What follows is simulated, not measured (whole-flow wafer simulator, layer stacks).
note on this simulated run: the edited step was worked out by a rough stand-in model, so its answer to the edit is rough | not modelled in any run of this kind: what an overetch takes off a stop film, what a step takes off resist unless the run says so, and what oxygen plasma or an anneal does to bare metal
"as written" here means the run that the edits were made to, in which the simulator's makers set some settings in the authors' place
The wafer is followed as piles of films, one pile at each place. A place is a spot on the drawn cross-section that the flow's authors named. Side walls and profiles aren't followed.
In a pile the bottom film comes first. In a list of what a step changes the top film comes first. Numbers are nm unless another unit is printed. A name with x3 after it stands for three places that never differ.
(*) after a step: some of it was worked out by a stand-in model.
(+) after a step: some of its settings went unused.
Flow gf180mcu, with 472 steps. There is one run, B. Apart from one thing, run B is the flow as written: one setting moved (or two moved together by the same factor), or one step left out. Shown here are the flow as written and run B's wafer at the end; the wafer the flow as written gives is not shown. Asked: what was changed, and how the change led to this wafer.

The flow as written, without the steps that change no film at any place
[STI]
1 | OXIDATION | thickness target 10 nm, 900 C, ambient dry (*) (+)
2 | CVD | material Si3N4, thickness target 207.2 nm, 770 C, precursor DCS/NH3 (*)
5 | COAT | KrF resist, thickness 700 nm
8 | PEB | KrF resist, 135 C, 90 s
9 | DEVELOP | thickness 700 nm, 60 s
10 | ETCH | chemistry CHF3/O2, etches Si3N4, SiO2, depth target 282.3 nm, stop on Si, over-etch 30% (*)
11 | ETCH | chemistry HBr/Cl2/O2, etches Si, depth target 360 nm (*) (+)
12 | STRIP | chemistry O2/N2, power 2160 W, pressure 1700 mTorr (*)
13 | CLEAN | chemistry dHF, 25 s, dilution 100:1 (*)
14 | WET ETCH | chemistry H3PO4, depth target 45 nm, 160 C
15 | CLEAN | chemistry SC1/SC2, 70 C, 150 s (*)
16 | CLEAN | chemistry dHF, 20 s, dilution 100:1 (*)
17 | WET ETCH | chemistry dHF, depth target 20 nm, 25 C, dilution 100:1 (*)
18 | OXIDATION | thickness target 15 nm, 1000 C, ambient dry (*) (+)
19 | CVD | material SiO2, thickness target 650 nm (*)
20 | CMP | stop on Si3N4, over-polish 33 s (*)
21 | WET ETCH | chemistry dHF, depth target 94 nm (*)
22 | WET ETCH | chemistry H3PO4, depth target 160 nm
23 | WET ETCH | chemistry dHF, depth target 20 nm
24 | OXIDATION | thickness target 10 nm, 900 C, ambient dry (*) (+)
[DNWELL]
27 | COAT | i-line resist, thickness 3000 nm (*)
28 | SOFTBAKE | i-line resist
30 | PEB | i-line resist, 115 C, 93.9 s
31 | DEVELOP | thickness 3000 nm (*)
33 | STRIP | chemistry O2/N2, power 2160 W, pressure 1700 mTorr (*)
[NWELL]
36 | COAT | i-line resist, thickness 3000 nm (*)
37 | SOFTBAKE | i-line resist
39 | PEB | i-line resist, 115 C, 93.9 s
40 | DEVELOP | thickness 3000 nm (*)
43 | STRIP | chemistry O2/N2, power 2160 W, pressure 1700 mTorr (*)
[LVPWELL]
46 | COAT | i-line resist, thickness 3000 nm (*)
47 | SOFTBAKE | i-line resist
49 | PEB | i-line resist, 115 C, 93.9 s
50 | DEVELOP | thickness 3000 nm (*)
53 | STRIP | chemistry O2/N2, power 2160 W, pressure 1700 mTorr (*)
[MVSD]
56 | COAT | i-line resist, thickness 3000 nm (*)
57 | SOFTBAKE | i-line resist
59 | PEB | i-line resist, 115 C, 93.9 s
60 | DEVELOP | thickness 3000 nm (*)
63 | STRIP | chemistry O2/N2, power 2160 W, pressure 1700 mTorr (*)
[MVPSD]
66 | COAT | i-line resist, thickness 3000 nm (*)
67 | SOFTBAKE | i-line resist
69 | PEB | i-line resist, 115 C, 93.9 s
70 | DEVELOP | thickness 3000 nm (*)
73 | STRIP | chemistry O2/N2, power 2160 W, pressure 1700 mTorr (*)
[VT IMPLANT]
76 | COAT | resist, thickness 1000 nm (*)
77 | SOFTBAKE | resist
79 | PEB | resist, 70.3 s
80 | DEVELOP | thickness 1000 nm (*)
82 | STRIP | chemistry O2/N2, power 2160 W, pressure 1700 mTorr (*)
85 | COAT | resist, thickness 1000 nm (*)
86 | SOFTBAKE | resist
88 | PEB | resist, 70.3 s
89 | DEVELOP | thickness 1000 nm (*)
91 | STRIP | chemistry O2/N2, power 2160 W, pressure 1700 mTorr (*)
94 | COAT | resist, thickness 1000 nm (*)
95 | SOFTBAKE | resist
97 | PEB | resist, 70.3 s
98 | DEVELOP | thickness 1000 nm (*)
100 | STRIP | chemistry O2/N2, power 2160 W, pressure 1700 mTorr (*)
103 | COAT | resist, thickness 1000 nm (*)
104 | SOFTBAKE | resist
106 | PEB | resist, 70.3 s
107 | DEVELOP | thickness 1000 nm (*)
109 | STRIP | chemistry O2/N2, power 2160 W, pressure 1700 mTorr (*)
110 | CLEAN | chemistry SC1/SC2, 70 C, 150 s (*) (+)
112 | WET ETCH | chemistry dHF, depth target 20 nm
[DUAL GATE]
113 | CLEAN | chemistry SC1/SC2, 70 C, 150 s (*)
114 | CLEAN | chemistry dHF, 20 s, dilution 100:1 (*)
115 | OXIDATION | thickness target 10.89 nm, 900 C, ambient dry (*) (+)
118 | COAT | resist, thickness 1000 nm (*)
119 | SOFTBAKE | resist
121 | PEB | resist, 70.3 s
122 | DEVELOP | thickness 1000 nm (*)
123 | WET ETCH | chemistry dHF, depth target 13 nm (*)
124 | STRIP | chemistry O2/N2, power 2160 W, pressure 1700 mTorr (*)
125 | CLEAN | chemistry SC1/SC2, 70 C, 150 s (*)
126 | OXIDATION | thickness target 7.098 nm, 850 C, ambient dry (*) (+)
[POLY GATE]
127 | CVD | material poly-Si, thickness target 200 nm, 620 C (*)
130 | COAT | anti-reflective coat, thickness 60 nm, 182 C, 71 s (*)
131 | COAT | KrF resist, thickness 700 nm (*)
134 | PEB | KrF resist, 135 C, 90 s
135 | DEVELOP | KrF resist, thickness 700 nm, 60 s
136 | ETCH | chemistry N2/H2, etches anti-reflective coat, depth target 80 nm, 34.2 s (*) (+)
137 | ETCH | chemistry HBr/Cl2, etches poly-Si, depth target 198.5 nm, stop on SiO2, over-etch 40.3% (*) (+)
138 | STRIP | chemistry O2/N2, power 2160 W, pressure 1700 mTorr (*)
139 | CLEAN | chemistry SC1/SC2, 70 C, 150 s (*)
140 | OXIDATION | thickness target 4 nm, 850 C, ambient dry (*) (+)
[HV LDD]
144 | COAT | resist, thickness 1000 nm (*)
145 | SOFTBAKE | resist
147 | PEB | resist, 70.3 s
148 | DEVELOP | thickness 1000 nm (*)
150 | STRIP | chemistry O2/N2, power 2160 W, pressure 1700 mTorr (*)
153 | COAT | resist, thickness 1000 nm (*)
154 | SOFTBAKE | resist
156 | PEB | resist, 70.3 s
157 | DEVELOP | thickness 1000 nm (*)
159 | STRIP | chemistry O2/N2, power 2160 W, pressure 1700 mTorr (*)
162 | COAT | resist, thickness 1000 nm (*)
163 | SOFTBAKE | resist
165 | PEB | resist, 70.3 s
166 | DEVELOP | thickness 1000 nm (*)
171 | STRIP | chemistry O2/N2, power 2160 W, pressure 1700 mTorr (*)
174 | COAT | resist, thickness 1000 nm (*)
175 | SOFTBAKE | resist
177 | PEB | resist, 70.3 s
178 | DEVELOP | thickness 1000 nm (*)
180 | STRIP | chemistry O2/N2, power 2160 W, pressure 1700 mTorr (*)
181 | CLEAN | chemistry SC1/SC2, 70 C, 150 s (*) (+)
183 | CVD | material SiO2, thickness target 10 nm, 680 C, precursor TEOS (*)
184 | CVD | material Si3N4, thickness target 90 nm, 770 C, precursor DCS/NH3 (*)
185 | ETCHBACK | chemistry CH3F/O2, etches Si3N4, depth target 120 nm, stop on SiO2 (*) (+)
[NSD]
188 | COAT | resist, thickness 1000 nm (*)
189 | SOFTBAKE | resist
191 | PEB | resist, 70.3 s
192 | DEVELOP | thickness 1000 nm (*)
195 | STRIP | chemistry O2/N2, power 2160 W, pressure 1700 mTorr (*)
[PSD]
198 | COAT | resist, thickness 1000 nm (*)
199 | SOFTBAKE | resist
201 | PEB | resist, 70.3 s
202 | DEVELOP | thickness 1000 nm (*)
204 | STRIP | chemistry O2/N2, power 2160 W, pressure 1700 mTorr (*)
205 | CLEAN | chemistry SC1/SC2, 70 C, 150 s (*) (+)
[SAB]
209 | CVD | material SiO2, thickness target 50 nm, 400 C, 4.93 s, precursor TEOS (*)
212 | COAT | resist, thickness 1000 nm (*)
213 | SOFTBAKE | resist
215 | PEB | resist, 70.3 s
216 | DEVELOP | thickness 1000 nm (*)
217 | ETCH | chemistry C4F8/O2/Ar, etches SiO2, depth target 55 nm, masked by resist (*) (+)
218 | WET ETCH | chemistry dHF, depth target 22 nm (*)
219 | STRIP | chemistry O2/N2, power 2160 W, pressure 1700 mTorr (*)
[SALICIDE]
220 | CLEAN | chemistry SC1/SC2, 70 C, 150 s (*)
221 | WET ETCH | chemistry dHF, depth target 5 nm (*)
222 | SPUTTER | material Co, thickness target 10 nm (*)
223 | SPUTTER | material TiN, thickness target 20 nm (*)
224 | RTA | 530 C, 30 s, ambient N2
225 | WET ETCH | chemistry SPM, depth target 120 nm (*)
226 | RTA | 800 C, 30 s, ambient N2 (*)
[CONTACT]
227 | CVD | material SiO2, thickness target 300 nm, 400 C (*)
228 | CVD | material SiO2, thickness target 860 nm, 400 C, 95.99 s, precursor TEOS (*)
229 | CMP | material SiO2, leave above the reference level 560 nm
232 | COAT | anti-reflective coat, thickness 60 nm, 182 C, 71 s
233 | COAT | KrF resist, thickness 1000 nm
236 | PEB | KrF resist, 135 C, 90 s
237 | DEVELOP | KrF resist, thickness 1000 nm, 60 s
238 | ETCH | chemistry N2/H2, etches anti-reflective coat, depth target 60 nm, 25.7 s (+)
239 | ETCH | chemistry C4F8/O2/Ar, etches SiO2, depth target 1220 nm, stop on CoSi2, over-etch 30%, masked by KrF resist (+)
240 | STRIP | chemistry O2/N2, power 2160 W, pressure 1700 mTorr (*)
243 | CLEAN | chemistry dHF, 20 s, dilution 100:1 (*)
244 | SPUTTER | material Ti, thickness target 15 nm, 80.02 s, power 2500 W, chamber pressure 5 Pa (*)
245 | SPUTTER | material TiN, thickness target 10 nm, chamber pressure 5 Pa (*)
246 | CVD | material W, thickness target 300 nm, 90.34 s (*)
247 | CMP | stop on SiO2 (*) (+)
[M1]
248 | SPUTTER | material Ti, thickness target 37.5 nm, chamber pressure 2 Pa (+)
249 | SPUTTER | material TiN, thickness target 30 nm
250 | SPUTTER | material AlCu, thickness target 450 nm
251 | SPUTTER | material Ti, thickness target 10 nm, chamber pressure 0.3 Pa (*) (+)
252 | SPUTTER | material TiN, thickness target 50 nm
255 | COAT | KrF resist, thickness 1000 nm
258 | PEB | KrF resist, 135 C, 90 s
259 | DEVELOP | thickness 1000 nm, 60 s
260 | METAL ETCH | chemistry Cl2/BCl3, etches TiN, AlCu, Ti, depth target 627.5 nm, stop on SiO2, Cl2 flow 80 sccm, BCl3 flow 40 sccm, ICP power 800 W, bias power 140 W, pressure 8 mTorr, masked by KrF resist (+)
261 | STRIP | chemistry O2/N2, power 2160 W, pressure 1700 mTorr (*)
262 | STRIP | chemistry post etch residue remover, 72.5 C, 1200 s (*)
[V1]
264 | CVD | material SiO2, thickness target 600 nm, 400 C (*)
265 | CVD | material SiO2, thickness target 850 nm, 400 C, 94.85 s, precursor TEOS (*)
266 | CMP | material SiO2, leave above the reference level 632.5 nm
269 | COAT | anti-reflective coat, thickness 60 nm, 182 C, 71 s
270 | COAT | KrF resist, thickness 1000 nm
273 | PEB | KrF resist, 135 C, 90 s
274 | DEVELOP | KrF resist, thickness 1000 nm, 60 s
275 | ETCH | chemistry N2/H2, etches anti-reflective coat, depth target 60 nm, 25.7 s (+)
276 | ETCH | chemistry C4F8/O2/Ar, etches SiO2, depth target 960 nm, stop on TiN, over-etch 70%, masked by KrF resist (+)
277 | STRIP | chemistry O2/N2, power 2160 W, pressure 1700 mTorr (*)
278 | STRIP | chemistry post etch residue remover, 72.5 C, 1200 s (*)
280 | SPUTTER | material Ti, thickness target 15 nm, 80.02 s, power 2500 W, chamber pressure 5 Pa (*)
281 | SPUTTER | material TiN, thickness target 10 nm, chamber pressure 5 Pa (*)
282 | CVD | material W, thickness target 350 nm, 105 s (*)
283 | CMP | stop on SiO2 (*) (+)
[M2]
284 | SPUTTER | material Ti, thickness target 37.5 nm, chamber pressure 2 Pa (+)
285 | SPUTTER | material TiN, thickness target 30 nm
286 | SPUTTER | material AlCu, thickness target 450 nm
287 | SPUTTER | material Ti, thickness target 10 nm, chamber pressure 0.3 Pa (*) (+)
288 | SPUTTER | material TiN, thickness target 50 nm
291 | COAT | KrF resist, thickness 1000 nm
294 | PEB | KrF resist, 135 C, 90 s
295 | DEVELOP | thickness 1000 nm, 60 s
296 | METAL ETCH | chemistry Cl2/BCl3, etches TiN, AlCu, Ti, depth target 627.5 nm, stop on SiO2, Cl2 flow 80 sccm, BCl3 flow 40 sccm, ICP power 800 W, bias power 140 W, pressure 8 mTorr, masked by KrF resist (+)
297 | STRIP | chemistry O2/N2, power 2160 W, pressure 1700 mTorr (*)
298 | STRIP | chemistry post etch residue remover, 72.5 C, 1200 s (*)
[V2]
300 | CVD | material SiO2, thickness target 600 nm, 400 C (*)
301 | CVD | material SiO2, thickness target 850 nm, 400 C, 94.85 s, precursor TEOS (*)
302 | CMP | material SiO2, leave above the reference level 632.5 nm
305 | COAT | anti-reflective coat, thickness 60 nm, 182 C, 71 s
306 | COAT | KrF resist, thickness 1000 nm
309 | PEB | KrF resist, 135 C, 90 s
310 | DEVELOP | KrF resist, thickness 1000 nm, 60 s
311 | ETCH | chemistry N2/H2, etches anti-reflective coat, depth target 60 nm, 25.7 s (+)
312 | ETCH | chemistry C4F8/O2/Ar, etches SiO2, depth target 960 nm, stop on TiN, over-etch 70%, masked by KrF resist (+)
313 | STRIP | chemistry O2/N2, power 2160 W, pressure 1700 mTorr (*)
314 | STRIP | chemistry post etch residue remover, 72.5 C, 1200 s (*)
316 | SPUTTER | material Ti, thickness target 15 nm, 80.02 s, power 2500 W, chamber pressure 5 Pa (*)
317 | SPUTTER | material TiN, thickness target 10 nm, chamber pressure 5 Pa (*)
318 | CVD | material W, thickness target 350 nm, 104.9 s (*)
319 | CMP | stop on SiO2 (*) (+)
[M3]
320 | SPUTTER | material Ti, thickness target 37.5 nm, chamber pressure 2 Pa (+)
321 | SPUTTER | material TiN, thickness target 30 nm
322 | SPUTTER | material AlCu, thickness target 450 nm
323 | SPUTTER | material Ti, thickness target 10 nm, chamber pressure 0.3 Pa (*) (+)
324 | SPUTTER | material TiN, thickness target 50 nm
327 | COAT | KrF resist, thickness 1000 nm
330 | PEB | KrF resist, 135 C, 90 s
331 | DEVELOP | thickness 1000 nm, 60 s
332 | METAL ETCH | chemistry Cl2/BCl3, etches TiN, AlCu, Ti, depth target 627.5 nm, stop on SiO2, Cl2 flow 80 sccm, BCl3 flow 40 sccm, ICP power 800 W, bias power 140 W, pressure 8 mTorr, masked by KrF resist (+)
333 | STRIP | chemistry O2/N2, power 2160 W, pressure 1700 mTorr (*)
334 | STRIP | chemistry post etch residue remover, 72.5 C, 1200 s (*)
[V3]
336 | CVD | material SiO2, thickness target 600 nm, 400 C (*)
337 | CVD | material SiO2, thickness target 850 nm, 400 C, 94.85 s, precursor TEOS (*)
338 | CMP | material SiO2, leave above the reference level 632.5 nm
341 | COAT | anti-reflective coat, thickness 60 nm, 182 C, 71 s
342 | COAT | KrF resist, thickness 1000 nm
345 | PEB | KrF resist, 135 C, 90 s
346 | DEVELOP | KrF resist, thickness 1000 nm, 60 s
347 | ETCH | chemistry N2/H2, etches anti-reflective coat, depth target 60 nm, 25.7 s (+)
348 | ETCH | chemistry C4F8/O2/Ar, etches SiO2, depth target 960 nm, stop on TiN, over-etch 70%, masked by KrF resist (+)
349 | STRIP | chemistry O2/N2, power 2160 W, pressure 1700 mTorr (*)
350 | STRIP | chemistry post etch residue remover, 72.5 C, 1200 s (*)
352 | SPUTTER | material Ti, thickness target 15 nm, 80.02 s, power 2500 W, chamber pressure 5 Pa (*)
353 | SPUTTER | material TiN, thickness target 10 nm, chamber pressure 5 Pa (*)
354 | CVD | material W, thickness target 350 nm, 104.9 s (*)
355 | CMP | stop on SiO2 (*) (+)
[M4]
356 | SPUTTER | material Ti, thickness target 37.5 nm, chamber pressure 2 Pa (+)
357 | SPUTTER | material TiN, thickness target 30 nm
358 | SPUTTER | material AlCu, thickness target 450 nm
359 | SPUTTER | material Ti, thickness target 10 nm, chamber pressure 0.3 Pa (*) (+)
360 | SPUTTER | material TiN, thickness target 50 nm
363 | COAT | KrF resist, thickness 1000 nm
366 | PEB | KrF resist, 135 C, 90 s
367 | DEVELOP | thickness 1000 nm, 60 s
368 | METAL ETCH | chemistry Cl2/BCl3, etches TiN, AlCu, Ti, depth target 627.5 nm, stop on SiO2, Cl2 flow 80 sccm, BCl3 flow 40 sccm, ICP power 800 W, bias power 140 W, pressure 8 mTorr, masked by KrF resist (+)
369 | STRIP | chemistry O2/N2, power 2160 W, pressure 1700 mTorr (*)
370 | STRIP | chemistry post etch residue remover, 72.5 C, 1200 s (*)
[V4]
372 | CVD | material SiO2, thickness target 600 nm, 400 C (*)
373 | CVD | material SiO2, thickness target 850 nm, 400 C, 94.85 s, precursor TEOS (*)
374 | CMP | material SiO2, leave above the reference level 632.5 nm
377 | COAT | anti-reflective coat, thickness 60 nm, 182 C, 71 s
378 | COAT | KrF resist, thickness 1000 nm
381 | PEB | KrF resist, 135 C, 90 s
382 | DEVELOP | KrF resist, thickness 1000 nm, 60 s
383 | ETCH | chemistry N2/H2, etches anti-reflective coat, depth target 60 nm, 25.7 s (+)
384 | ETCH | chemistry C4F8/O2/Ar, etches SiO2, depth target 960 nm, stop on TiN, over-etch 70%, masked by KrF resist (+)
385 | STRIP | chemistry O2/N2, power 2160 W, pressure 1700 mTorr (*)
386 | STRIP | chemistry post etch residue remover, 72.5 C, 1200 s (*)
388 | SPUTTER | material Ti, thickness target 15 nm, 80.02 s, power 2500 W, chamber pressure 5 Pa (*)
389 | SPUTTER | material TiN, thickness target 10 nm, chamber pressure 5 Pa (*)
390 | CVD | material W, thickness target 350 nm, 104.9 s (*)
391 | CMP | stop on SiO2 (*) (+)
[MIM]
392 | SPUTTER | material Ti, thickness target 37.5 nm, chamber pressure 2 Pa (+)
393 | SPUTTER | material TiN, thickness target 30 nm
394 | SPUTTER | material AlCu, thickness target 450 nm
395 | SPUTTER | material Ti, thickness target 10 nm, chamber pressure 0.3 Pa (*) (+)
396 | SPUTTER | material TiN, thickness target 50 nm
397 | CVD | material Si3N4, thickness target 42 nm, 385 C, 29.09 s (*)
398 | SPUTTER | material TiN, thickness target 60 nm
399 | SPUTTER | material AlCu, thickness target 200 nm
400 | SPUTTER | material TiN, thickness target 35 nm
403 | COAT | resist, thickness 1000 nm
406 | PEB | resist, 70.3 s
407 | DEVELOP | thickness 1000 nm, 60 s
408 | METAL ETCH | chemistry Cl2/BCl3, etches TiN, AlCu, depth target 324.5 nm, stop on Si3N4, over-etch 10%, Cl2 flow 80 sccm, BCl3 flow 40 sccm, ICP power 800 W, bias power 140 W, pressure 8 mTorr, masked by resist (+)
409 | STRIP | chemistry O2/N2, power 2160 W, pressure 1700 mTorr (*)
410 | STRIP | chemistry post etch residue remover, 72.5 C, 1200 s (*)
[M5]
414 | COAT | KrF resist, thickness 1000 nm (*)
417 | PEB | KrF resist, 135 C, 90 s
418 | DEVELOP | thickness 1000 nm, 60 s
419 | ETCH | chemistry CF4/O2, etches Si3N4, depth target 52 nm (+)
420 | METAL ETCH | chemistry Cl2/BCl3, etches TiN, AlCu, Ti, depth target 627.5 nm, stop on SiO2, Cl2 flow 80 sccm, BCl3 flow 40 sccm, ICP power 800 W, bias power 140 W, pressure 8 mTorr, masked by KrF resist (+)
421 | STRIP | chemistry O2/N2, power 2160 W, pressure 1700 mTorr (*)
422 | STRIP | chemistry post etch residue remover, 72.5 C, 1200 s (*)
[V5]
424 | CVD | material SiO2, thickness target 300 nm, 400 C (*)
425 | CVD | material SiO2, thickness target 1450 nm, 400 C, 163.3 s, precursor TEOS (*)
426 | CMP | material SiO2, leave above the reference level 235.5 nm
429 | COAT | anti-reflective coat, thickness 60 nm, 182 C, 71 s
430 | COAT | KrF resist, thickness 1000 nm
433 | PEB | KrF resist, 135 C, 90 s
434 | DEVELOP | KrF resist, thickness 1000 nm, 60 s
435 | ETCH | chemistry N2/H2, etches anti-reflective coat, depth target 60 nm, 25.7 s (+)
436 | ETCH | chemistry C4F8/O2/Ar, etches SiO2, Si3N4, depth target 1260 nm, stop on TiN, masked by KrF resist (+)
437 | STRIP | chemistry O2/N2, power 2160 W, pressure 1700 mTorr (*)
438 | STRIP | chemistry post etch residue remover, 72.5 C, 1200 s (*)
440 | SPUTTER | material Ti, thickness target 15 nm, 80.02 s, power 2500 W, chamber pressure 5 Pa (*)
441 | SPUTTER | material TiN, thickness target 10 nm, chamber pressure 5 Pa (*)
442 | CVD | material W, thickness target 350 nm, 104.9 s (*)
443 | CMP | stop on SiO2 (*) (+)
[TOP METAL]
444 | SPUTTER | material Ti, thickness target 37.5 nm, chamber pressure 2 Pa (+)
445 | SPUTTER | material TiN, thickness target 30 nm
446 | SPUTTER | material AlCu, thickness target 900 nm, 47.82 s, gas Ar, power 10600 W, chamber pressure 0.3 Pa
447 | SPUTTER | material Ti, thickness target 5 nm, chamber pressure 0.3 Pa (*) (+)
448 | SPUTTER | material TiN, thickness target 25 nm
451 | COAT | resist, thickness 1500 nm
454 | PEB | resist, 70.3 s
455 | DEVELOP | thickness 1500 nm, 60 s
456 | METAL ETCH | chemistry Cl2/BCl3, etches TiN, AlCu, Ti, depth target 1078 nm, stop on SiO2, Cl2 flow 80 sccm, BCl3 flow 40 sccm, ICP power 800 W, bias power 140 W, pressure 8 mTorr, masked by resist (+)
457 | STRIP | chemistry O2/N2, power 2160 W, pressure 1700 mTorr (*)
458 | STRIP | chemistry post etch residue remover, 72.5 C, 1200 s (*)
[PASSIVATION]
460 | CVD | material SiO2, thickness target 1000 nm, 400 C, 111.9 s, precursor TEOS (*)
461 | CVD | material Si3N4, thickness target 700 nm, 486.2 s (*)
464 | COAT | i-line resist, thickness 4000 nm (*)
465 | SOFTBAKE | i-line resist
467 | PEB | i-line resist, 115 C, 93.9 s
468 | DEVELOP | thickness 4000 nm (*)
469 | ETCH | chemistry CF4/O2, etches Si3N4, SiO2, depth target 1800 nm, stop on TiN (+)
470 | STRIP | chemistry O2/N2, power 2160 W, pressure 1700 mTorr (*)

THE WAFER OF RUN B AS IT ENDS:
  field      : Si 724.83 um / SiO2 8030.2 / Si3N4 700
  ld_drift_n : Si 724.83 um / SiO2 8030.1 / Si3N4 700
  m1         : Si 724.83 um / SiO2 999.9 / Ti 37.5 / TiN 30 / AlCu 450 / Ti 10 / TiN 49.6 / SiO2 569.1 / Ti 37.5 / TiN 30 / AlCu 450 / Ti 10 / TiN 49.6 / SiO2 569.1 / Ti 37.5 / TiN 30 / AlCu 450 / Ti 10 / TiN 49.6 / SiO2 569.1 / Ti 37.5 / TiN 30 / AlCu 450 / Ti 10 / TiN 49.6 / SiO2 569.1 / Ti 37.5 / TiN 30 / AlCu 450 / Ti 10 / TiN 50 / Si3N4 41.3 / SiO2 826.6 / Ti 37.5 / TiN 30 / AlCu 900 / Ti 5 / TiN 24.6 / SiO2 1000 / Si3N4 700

The reason: step 11, ETCH: depth target 162 nm was run, while the flow as written has depth target 360 nm.

How this came from the change, step by step:
  11 | ETCH | chemistry HBr/Cl2/O2, etches Si, depth target 360 nm (*) (+)
      active, n_well, p_well and 40 more: KrF resist loses 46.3 (it would be, as written: KrF resist loses 112.3)
      field, field_sub, sti and 34 more: Si loses 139 (it would be, as written: Si loses 337)
  12 | STRIP | chemistry O2/N2, power 2160 W, pressure 1700 mTorr (*)
      active, n_well, p_well and 40 more: KrF resist loses 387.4 (all of it) (it would be, as written: KrF resist loses 321.4 (all of it))
  19 | CVD | material SiO2, thickness target 650 nm (*)
      ld_fp_n, ld_drift_n, ld_fp_p and 7 more: SiO2 gains 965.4 (it would be, as written: SiO2 gains 1163.4)
      m1: SiO2 gains 650 (it would be, as written: SiO2 gains 1163.4)
  20 | CMP | stop on Si3N4, over-polish 33 s (*)
      sti, mim_1p0, pad and 11 more: SiO2 loses 336.5 (it would be, as written: SiO2 loses 138.5)
      nw_enc_fld, nw_enc_fld_lv: SiO2 loses 340.5 (it would be, as written: SiO2 loses 142.5)
      (as well as at 11 more places)
  24 | OXIDATION | thickness target 10 nm, 900 C, ambient dry (*) (+)
      sti, mim_1p0, pad and 17 more: SiO2 gains 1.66, Si loses 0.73 (it would be, as written: SiO2 gains 1.02, Si loses 0.45)
      field, mim, nw_sep_fld: SiO2 gains 1.72, Si loses 0.76 (it would be, as written: SiO2 gains 1.04, Si loses 0.46)
      (as well as at 14 more places)
  115 | OXIDATION | thickness target 10.89 nm, 900 C, ambient dry (*) (+)
      sti, mim_1p0, pad and 19 more: SiO2 gains 2.06, Si loses 0.9 (it would be, as written: SiO2 gains 1.22, Si loses 0.54)
      field, field__w1, field__w2, field__w3, field__w6, field__w12, mim, nw_sep_fld: SiO2 gains 2.13, Si loses 0.94 (it would be, as written: SiO2 gains 1.25, Si loses 0.55)
      (as well as at 19 more places)
  189 | SOFTBAKE | resist
      field__w9: resist loses 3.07 (it would be, as written: resist gains 6.92)
      active_hv: resist loses 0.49 (it would be, as written: resist gains 2.68)
      (as well as at 1 more place)
  199 | SOFTBAKE | resist
      field__w9: resist loses 3.07 (it would be, as written: resist gains 6.92)
      active_hv: resist loses 0.49 (it would be, as written: resist gains 2.68)
      (as well as at 1 more place)
